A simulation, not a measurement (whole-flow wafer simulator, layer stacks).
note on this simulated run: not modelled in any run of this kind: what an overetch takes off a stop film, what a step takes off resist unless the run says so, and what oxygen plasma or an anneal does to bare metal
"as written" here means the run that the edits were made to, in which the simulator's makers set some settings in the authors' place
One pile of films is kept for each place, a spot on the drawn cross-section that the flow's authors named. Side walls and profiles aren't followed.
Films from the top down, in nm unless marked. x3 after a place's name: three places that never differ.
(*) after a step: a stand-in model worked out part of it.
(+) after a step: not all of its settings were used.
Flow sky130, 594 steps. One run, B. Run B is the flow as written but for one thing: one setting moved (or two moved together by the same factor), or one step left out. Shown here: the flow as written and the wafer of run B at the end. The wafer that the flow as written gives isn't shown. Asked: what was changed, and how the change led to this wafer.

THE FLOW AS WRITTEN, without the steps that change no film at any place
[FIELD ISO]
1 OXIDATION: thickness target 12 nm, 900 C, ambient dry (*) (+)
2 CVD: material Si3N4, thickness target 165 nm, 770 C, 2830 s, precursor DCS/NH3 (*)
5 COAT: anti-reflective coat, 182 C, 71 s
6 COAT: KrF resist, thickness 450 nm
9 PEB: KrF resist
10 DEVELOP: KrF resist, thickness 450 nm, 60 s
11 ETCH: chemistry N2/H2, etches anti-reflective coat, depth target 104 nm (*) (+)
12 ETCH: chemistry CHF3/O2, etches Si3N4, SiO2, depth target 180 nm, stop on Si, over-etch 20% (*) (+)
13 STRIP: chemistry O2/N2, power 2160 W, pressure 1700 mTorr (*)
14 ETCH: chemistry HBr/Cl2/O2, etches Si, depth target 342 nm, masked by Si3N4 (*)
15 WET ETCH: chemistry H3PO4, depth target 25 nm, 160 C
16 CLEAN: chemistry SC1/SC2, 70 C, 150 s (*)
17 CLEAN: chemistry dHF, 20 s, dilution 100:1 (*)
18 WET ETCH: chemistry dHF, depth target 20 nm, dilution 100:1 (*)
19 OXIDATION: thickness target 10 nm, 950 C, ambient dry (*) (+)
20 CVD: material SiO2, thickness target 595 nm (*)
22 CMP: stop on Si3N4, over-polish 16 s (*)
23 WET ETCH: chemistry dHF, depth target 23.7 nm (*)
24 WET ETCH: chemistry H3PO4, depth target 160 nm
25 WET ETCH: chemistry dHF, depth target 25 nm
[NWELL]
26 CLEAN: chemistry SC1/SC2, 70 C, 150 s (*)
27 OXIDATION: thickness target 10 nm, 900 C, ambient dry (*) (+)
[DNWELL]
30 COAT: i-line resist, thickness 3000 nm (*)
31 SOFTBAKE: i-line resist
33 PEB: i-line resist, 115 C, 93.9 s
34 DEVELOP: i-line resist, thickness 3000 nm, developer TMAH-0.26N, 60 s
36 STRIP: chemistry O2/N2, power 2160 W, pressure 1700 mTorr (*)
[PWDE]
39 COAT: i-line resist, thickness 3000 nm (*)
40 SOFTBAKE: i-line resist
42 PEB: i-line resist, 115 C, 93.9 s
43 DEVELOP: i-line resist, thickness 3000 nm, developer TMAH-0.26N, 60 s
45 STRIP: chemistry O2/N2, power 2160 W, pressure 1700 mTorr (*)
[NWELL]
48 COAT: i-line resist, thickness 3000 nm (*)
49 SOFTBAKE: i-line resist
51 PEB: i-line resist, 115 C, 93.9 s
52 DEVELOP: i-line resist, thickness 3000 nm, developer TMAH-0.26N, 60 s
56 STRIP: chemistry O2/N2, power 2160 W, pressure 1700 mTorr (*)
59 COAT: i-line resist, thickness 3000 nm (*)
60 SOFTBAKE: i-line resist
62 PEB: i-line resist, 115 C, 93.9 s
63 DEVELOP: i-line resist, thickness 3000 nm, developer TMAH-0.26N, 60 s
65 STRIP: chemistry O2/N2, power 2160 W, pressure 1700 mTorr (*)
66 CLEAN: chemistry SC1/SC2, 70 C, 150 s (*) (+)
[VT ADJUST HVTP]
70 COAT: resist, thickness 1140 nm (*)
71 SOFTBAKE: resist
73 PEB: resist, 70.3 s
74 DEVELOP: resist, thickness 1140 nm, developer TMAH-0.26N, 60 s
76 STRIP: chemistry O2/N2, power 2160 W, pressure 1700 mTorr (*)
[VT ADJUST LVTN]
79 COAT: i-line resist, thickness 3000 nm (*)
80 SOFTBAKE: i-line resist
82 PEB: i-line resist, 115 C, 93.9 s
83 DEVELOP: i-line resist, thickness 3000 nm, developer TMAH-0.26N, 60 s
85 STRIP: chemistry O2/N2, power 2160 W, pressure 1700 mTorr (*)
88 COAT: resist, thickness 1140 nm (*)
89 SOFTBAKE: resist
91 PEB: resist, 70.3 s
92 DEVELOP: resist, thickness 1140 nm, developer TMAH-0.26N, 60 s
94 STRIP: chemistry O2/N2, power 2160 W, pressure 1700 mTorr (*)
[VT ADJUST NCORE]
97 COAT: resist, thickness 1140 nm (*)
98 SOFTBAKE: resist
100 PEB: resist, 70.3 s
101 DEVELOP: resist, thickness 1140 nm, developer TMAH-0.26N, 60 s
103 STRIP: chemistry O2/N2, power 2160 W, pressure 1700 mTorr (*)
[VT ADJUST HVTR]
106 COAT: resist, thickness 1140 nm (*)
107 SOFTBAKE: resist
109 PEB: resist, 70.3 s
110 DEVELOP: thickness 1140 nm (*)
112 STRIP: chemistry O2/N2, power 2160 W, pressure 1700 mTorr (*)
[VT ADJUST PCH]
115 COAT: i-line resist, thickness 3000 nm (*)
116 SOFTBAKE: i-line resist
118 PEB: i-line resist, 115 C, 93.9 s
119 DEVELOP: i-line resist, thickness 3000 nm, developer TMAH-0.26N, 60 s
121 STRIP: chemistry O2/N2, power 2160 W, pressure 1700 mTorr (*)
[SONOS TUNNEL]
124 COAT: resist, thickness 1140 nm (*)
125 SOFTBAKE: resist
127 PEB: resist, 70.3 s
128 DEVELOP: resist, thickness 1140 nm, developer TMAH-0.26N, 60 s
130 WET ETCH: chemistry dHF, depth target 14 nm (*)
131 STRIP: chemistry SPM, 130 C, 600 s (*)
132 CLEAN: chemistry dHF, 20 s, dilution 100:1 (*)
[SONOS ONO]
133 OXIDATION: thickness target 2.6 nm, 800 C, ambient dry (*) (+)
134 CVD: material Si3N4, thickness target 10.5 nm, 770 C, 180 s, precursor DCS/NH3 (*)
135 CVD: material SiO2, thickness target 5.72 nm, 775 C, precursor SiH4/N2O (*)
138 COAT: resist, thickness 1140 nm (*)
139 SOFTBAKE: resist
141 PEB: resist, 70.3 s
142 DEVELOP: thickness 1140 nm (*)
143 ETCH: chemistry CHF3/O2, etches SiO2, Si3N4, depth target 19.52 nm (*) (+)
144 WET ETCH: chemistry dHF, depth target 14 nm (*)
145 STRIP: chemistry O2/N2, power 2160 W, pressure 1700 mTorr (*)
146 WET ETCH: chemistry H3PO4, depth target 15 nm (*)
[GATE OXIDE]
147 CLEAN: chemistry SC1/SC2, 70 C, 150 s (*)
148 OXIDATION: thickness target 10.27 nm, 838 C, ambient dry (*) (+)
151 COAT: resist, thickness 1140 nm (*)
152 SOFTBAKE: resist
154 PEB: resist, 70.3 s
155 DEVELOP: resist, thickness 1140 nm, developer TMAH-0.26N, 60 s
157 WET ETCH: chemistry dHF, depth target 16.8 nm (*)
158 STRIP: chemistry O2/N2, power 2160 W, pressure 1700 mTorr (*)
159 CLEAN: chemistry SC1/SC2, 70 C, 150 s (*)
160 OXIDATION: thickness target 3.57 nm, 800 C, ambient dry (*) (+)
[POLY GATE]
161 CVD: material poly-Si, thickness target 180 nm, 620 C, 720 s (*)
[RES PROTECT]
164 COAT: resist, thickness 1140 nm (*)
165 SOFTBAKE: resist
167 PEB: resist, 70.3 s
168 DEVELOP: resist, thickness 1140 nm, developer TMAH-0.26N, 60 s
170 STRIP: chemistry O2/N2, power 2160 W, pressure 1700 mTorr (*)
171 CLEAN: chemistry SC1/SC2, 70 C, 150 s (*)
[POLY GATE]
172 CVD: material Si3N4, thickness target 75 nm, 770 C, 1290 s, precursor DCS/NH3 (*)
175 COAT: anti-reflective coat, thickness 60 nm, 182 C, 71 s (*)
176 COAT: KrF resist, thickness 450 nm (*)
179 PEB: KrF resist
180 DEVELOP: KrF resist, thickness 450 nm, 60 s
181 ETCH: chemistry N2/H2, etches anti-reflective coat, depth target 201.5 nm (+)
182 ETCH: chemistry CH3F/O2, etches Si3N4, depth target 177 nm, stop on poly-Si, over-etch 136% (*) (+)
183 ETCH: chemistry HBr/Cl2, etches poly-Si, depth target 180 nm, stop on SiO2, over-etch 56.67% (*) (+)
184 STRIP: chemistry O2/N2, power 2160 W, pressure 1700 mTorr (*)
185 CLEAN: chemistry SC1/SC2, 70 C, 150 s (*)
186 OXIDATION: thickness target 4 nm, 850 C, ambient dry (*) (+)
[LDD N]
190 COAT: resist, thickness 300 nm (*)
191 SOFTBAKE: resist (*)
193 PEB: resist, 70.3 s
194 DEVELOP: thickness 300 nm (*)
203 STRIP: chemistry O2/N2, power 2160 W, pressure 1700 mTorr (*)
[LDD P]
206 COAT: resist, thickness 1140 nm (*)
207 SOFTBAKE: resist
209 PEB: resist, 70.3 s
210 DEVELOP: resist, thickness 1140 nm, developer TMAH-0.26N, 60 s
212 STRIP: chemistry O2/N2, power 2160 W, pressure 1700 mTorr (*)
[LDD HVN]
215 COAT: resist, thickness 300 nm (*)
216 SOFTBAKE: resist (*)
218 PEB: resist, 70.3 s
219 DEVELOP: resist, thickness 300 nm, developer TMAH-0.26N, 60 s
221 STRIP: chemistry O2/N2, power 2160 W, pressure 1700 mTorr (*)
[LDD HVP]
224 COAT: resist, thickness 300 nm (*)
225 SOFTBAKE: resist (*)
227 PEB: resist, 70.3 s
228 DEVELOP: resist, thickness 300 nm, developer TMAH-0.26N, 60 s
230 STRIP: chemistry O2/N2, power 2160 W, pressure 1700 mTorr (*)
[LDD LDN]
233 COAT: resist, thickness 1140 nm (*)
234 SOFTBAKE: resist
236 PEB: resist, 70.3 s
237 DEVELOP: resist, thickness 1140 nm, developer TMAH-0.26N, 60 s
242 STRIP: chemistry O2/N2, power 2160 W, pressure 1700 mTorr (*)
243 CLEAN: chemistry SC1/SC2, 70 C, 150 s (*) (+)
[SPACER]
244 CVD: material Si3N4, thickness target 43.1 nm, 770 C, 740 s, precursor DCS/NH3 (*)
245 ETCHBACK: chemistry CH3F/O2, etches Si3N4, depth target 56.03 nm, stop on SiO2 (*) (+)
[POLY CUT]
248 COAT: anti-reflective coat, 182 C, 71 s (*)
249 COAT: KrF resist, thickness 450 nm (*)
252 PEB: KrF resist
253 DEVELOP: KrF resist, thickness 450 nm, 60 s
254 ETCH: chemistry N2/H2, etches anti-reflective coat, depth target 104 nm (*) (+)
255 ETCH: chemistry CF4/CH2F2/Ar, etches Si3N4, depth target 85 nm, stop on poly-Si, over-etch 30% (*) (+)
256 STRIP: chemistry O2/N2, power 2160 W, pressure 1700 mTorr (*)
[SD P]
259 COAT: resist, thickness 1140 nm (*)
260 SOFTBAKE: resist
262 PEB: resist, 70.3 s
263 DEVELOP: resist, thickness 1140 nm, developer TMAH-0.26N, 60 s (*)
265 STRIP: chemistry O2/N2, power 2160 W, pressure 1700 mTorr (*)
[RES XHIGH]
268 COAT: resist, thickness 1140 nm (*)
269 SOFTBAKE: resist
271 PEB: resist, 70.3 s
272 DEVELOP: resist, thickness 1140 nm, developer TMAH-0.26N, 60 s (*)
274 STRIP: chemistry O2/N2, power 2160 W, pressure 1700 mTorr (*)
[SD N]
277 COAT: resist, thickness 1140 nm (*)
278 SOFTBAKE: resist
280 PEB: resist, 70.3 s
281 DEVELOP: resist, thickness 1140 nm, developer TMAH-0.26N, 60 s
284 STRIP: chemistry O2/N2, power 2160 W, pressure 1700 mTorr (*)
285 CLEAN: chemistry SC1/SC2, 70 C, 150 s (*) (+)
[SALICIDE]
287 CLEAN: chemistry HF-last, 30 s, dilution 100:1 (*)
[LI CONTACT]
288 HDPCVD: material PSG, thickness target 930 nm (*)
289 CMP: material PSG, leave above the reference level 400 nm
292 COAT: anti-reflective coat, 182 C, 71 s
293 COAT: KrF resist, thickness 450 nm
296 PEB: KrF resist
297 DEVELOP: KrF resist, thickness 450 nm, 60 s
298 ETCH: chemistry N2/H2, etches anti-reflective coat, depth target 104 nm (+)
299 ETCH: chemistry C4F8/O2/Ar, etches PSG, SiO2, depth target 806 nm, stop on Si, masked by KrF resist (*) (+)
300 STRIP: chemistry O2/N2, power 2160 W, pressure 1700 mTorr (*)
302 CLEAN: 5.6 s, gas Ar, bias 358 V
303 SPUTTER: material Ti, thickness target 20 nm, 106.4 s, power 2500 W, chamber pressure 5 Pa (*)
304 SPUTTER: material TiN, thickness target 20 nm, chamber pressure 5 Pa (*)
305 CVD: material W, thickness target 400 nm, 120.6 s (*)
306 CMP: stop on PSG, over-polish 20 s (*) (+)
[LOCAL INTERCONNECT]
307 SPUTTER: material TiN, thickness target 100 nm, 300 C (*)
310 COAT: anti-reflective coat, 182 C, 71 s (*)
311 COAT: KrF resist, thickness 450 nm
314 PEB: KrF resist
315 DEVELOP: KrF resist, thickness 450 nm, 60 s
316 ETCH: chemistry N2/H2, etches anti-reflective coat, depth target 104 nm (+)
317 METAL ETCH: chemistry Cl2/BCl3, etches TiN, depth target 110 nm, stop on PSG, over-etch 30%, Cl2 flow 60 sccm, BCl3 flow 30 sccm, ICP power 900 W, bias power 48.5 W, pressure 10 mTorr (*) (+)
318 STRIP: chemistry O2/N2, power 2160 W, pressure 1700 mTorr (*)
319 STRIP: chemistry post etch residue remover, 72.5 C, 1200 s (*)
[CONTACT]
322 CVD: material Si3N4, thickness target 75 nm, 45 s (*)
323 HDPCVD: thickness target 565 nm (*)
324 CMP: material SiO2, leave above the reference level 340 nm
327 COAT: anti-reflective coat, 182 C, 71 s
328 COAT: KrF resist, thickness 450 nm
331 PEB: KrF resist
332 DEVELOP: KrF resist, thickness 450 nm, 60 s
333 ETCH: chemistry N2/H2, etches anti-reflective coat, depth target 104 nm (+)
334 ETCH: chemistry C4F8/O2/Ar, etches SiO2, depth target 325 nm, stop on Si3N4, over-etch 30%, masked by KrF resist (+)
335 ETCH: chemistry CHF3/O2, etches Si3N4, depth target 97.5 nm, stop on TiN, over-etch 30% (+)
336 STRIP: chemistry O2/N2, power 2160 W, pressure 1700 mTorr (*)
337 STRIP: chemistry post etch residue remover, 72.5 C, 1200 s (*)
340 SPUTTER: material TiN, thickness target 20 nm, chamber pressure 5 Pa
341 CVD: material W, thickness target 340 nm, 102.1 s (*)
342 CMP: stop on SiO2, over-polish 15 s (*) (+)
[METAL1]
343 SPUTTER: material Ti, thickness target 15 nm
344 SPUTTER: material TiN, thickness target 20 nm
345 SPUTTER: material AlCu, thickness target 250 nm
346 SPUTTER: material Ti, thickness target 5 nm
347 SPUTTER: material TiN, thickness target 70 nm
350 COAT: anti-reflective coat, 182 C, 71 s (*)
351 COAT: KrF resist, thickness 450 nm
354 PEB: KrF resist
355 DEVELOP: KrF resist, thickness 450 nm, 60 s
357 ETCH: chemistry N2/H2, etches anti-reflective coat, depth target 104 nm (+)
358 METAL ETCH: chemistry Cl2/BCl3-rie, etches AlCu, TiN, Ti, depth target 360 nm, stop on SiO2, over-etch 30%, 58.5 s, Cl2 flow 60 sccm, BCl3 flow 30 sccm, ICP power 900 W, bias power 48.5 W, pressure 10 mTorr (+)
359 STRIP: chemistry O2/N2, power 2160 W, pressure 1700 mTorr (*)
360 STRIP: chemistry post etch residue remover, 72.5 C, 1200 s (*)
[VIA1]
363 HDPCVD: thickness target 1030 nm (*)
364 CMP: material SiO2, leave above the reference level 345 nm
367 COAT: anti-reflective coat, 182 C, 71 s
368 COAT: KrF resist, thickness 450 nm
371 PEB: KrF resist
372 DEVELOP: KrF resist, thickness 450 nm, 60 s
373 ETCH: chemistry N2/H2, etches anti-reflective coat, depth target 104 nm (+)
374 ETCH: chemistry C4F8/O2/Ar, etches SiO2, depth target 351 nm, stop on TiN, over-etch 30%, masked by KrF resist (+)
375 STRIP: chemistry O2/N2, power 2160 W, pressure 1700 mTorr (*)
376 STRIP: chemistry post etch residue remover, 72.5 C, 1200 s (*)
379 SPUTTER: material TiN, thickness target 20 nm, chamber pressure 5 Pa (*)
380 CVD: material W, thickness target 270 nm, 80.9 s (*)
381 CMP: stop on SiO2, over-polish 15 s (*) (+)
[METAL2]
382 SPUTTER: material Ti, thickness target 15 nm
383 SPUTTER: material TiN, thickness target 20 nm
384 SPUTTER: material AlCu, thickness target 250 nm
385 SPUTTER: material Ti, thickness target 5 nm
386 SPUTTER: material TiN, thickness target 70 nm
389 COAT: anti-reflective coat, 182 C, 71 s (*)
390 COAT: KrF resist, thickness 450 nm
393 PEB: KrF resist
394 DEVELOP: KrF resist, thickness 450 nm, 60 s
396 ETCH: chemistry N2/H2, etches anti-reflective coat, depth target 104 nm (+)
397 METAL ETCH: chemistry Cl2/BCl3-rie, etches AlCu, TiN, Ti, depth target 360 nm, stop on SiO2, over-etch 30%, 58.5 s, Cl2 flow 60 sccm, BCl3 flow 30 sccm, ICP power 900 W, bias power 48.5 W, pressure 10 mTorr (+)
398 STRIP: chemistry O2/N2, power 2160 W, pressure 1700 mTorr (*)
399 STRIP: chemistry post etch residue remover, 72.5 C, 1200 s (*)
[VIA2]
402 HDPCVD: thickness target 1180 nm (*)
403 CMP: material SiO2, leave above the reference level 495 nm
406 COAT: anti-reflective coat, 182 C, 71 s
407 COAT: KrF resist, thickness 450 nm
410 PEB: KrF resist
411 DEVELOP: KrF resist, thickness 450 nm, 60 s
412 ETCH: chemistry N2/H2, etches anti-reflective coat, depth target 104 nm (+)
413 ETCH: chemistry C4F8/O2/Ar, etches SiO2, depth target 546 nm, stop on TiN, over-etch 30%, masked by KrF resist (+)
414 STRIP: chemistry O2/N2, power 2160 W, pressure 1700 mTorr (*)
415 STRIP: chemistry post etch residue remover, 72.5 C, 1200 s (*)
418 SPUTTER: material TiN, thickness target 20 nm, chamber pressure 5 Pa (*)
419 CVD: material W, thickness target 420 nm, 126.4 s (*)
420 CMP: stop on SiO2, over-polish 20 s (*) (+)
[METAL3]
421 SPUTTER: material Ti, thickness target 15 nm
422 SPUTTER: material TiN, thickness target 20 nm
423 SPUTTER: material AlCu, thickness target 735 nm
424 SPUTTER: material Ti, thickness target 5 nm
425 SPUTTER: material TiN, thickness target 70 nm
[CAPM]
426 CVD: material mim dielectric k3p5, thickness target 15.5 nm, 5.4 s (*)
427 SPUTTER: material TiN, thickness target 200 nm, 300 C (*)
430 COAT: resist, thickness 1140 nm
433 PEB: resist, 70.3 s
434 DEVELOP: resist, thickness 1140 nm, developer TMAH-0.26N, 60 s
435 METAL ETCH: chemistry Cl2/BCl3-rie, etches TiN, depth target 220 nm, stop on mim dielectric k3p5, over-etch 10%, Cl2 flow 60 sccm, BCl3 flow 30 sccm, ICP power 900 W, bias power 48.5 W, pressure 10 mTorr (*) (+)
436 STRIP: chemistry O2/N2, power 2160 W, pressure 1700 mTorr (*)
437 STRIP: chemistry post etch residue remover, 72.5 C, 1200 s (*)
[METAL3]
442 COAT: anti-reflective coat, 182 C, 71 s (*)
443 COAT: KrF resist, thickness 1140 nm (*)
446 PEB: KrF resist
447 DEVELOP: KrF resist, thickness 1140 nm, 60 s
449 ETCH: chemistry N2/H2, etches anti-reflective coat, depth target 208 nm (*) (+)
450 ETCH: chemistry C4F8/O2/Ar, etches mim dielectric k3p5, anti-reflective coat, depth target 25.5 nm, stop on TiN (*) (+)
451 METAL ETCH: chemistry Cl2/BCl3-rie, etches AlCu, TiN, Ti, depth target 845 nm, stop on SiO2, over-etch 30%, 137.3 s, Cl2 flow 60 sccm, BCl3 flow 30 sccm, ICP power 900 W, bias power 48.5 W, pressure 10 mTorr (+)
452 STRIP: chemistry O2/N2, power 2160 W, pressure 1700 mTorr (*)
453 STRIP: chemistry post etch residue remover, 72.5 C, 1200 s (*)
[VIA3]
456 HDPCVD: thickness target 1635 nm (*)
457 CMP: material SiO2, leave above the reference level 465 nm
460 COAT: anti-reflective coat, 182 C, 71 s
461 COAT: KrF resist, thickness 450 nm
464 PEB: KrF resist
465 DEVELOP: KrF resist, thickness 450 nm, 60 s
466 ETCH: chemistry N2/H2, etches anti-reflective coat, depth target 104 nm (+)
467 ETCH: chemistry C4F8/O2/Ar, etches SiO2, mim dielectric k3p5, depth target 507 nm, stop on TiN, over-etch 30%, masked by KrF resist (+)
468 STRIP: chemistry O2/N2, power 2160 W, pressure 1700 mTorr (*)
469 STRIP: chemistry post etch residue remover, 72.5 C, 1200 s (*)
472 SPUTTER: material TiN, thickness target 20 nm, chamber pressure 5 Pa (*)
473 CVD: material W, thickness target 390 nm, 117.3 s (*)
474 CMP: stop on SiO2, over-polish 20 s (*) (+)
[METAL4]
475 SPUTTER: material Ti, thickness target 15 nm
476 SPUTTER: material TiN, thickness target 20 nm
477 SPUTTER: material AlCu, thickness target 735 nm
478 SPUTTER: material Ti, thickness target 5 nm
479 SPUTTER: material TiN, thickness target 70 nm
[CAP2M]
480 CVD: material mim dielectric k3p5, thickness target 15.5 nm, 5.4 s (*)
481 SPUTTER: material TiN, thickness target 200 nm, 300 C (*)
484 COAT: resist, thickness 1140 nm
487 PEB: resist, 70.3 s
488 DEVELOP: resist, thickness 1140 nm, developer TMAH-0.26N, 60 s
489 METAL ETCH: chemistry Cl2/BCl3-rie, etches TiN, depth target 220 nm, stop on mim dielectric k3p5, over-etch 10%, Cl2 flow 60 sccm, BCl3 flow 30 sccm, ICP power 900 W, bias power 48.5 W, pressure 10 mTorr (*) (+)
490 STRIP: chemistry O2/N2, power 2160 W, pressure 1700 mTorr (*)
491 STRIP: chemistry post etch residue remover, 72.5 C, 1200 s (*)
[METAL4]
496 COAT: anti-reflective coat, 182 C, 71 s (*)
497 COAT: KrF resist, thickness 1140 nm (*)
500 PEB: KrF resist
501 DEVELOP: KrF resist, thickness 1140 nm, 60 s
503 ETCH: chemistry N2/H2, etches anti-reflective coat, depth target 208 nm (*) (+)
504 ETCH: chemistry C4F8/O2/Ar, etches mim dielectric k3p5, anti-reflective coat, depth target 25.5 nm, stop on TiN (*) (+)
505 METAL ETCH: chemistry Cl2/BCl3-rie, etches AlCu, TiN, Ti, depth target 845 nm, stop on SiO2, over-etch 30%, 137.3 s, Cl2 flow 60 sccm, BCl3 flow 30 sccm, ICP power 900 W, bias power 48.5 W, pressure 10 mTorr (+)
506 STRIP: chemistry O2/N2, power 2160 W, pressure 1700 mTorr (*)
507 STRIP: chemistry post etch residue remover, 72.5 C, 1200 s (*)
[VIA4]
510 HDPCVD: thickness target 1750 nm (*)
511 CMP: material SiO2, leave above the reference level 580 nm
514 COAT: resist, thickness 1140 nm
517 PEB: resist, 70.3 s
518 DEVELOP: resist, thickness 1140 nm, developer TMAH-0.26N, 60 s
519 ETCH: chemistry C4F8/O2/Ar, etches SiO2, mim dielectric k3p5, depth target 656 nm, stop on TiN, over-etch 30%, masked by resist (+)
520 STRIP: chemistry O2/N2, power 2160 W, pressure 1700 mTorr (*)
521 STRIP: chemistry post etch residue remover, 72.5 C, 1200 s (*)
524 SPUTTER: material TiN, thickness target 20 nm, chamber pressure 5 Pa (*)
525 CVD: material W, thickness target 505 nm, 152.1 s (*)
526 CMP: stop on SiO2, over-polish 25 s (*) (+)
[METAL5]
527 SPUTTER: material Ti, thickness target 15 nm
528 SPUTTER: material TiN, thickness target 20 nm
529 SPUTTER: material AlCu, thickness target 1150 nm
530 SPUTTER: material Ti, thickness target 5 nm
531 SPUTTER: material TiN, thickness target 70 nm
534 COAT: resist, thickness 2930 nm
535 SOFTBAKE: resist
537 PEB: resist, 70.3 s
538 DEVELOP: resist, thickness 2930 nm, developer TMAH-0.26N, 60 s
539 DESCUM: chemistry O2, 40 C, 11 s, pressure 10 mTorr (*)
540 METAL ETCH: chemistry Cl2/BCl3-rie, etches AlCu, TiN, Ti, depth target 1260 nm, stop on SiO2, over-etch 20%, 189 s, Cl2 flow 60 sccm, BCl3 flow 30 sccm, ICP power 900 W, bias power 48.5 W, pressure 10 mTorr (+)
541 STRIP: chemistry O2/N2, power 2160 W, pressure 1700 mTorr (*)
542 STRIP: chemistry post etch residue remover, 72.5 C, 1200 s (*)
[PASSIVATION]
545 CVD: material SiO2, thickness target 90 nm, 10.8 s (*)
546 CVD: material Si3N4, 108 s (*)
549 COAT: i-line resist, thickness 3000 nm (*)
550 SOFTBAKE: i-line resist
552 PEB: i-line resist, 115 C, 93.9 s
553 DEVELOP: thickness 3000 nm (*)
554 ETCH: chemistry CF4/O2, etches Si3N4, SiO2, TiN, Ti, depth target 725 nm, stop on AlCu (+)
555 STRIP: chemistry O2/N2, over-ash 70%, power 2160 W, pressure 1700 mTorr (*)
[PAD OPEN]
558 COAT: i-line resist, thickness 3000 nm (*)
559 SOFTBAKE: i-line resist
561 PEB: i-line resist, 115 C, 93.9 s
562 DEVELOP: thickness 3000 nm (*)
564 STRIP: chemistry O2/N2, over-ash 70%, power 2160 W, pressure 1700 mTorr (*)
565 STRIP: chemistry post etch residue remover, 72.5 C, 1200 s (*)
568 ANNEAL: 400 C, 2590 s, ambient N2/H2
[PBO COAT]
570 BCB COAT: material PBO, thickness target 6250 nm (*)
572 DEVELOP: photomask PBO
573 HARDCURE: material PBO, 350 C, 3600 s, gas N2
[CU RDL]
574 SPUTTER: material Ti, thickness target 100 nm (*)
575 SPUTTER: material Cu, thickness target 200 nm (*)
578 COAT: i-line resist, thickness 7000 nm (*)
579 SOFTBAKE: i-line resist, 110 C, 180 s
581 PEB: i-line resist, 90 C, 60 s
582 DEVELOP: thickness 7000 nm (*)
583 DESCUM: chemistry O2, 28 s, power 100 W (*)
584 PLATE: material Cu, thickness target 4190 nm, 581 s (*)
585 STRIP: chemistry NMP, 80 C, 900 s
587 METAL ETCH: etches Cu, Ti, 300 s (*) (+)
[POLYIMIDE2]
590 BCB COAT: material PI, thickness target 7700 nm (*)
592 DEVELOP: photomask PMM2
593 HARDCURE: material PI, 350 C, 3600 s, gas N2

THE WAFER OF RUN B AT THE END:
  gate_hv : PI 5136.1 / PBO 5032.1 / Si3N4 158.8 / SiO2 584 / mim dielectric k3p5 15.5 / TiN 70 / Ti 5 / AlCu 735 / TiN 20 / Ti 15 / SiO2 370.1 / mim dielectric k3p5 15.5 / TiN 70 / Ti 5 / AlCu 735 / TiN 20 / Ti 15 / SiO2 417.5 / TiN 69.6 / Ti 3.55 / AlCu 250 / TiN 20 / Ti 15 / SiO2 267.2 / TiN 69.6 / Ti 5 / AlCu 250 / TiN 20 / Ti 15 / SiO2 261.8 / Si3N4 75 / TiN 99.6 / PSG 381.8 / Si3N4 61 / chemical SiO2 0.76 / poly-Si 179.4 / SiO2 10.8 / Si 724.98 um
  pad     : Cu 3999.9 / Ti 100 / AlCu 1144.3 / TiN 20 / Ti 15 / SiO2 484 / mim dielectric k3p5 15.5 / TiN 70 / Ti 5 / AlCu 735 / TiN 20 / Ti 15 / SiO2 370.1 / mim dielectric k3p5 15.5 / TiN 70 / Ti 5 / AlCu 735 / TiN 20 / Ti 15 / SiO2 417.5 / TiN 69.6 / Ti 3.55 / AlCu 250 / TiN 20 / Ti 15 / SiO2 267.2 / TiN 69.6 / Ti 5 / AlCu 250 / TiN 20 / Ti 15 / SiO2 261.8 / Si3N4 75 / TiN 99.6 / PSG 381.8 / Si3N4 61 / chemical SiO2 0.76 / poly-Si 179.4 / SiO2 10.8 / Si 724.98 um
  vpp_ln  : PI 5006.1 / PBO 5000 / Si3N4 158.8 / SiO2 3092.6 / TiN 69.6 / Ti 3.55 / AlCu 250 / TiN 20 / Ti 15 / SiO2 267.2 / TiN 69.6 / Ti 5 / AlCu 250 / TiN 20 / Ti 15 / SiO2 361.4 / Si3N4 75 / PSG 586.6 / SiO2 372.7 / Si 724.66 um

The cause: step 385, SPUTTER: thickness target 3.55 nm was run, where the flow has thickness target 5 nm.
It can be read off the wafer: gate_hv has Ti 3.55, and step 385 as written asks for 5 nm.

How the change led to this, step by step:
  385 SPUTTER: material Ti, thickness target 5 nm
      field, active, n_well and 188 more: Ti +3.55 (new film) (as written it would be: Ti +5 (new film))
  397 METAL ETCH: chemistry Cl2/BCl3-rie, etches AlCu, TiN, Ti, depth target 360 nm, stop on SiO2, over-etch 30%, 58.5 s, Cl2 flow 60 sccm, BCl3 flow 30 sccm, ICP power 900 W, bias power 48.5 W, pressure 10 mTorr (+)
      field, active, gate and 82 more: TiN -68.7 (all of it), Ti -3.55 (all of it), AlCu -250 (all of it), TiN -20 (all of it), Ti -15 (all of it), SiO2 -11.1 (as written it would be: TiN -68.7 (all of it), Ti -5 (all of it), AlCu -250 (all of it), TiN -20 (all of it), Ti -15 (all of it), SiO2 -10.9)
